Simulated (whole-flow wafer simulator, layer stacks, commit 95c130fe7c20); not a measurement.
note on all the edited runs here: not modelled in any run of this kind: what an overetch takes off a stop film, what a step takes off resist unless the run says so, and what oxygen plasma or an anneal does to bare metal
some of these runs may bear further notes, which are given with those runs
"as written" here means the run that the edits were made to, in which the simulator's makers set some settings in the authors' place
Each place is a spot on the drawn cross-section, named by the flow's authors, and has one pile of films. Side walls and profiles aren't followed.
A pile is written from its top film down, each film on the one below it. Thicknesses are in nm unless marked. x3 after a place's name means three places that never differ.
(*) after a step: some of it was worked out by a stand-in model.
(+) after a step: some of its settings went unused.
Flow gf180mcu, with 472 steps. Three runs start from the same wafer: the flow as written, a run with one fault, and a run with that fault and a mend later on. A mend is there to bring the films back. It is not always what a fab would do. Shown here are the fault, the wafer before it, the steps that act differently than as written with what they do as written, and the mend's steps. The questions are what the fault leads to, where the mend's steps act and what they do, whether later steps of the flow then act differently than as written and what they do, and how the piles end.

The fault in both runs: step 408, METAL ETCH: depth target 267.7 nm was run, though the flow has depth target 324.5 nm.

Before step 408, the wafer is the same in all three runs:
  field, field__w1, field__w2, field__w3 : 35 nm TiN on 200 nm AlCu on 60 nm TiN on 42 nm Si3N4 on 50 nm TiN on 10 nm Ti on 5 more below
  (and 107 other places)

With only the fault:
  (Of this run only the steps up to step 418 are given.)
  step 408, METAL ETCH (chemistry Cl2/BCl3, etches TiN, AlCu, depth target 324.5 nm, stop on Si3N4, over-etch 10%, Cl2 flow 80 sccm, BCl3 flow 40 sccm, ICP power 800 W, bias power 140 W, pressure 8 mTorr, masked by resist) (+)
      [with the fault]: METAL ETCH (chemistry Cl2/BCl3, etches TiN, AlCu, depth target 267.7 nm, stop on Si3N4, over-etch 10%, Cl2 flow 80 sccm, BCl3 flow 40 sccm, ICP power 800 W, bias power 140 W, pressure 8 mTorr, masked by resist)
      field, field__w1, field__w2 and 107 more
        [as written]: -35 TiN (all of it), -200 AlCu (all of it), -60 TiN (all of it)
        [with the fault]: -35 TiN (all of it), -200 AlCu (all of it), -32.7 TiN
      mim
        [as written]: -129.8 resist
        [with the fault]: -107.1 resist
  Steps further on in the flow that do not act as written (3 more steps, not shown, differ only slightly: by at most 2% or 0.5 nm, whichever is larger):
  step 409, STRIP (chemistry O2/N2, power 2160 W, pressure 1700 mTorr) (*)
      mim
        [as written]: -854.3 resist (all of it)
        [with the fault]: -877 resist (all of it)
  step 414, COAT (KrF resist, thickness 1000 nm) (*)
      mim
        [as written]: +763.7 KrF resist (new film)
        [with the fault]: +784.5 KrF resist (new film)
  Once step 418 is done, the piles at field, field__w1, field__w2 and 109 more depart from the flow's by more than 2% or 0.5 nm, whichever is larger.
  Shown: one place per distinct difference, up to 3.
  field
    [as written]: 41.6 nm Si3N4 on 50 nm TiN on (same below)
    [with the fault]: 26.9 nm TiN on 42 nm Si3N4 on 50 nm TiN on (same below)
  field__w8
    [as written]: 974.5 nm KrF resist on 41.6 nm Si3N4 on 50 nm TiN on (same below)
    [with the fault]: 974.5 nm KrF resist on 26.9 nm TiN on 42 nm Si3N4 on 50 nm TiN on (same below)
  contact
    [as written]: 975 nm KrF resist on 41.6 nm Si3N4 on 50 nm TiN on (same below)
    [with the fault]: 974.9 nm KrF resist on 26.9 nm TiN on 42 nm Si3N4 on 50 nm TiN on (same below)

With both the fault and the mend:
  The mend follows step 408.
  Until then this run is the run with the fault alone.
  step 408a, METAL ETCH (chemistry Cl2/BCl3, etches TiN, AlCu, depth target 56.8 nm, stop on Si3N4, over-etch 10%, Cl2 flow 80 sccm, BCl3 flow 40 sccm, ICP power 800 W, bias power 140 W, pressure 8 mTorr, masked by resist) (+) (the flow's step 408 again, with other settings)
      field, field__w1, field__w2 and 107 more
        -27.3 TiN (all of it)
      mim
        -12 resist
  Later steps of the flow that are run all act as written at every place that is followed, up to a difference of at most 2% or 0.5 nm, whichever is larger.
  By the end, the piles equal the flow's at every place that both follow.
